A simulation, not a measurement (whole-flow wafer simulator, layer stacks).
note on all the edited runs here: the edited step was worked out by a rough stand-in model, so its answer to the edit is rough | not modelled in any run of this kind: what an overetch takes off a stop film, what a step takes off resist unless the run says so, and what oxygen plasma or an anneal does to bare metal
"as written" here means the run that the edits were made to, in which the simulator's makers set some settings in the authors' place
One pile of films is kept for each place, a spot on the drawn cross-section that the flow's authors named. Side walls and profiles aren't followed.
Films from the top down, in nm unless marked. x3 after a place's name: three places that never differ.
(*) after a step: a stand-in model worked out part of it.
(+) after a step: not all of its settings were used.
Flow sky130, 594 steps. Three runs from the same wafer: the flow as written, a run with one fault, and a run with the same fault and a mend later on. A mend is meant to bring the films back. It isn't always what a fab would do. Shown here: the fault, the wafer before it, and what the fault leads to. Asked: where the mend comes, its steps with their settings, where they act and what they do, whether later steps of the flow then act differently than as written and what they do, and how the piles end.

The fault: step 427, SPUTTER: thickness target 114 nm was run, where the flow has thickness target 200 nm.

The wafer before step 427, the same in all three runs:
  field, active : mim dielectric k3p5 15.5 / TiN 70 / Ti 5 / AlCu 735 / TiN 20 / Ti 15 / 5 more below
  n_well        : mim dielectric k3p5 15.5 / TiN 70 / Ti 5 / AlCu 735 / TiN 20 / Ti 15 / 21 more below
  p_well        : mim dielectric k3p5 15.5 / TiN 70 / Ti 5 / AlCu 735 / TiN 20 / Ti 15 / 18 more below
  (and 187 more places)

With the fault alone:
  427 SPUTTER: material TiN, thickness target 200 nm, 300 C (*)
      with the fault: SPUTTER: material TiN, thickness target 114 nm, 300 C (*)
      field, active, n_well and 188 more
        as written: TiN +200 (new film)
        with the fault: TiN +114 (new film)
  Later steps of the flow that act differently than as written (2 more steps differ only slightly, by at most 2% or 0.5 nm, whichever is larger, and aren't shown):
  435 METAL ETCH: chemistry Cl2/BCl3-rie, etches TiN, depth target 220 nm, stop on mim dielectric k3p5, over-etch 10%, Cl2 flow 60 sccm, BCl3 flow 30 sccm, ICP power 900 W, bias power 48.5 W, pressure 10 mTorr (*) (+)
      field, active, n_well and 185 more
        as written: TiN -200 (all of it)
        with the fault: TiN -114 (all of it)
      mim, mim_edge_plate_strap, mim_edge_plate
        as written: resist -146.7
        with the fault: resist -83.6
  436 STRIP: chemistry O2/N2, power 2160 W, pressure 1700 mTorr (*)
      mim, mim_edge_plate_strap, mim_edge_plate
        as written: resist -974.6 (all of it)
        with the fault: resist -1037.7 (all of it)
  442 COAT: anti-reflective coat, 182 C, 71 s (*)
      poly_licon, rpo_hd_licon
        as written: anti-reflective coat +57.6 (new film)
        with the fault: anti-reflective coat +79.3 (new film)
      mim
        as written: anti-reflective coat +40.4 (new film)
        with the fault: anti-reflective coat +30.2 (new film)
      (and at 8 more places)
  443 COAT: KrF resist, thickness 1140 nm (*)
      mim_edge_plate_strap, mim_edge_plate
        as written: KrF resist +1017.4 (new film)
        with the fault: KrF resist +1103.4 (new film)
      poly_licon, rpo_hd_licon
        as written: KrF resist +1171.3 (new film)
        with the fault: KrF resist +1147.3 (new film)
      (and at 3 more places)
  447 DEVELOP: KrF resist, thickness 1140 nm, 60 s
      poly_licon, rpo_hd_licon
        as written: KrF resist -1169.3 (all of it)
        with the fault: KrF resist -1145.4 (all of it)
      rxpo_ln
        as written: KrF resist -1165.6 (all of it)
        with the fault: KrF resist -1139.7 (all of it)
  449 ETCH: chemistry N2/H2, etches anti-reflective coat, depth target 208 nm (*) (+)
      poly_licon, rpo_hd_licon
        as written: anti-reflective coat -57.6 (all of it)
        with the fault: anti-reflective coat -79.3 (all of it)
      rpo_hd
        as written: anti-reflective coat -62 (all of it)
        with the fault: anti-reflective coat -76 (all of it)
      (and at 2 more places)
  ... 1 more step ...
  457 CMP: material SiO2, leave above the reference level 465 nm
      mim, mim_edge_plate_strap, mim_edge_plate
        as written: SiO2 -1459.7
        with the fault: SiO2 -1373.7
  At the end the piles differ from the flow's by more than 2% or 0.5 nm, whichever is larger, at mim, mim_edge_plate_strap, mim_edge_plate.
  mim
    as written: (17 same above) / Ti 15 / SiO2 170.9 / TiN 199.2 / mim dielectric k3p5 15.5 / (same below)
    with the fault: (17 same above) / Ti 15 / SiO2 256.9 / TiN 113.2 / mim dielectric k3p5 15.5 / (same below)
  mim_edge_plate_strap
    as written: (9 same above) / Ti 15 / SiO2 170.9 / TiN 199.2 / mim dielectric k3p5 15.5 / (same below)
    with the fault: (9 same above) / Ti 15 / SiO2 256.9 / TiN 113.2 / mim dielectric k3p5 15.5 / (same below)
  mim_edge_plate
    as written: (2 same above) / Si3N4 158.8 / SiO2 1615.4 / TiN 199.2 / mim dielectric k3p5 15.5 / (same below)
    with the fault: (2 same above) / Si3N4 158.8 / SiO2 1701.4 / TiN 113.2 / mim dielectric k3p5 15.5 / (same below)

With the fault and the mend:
  The mend comes after step 427.
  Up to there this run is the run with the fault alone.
  427a SPUTTER: material TiN, thickness target 86 nm, 300 C (*) (the flow's step 427 once more, with other settings)
      field, active, n_well and 188 more
        TiN +86
  No later step of the flow acts differently than as written at any place that is followed.
  At the end the piles are the same as the flow's at every place that both follow.
